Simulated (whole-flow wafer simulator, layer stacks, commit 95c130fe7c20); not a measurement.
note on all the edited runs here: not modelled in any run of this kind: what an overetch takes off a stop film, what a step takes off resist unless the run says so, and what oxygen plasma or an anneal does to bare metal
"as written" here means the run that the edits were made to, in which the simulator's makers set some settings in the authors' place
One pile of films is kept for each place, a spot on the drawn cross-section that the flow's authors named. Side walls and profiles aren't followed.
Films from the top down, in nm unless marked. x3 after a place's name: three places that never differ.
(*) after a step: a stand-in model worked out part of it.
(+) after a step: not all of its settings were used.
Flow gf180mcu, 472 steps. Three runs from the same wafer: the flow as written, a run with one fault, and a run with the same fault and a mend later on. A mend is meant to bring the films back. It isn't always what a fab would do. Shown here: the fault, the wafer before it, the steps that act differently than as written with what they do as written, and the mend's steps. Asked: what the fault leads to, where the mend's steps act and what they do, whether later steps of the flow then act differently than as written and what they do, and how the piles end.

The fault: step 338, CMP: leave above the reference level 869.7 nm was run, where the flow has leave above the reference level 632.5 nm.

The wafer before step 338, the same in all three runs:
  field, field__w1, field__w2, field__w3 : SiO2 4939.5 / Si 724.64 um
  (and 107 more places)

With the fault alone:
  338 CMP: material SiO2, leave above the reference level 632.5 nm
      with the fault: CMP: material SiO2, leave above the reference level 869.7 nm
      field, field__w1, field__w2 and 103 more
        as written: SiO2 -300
        with the fault: SiO2 -62.8
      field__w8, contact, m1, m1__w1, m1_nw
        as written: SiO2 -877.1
        with the fault: SiO2 -639.9
  Later steps of the flow that act differently than as written:
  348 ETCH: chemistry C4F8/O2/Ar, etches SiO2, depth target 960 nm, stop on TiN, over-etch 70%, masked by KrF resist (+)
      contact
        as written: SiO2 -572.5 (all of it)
        with the fault: SiO2 -809.7 (all of it)
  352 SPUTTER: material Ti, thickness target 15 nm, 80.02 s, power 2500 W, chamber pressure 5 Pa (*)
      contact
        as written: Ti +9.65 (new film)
        with the fault: Ti +8.41 (new film)
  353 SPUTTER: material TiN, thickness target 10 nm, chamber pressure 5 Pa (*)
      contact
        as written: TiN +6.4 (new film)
        with the fault: TiN +5.57 (new film)
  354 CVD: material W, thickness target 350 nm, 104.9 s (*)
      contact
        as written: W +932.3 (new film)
        with the fault: W +1171.6 (new film)
  At the end the piles differ from the flow's by more than 2% or 0.5 nm, whichever is larger, at field, field__w1, field__w2 and 109 more.
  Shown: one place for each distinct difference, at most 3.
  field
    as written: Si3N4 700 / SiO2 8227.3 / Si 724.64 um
    with the fault: Si3N4 700 / SiO2 8464.5 / Si 724.64 um
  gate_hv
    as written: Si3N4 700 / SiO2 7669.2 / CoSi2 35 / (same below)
    with the fault: Si3N4 700 / SiO2 7906.4 / CoSi2 35 / (same below)
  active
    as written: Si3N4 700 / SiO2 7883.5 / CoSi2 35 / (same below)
    with the fault: Si3N4 700 / SiO2 8120.7 / CoSi2 35 / (same below)

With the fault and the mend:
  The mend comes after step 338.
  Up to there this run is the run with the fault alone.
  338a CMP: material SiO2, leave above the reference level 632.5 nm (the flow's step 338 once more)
      field, field__w1, field__w2 and 108 more
        SiO2 -237.2
  No later step of the flow acts differently than as written at any place that is followed.
  At the end the piles are the same as the flow's at every place that both follow.
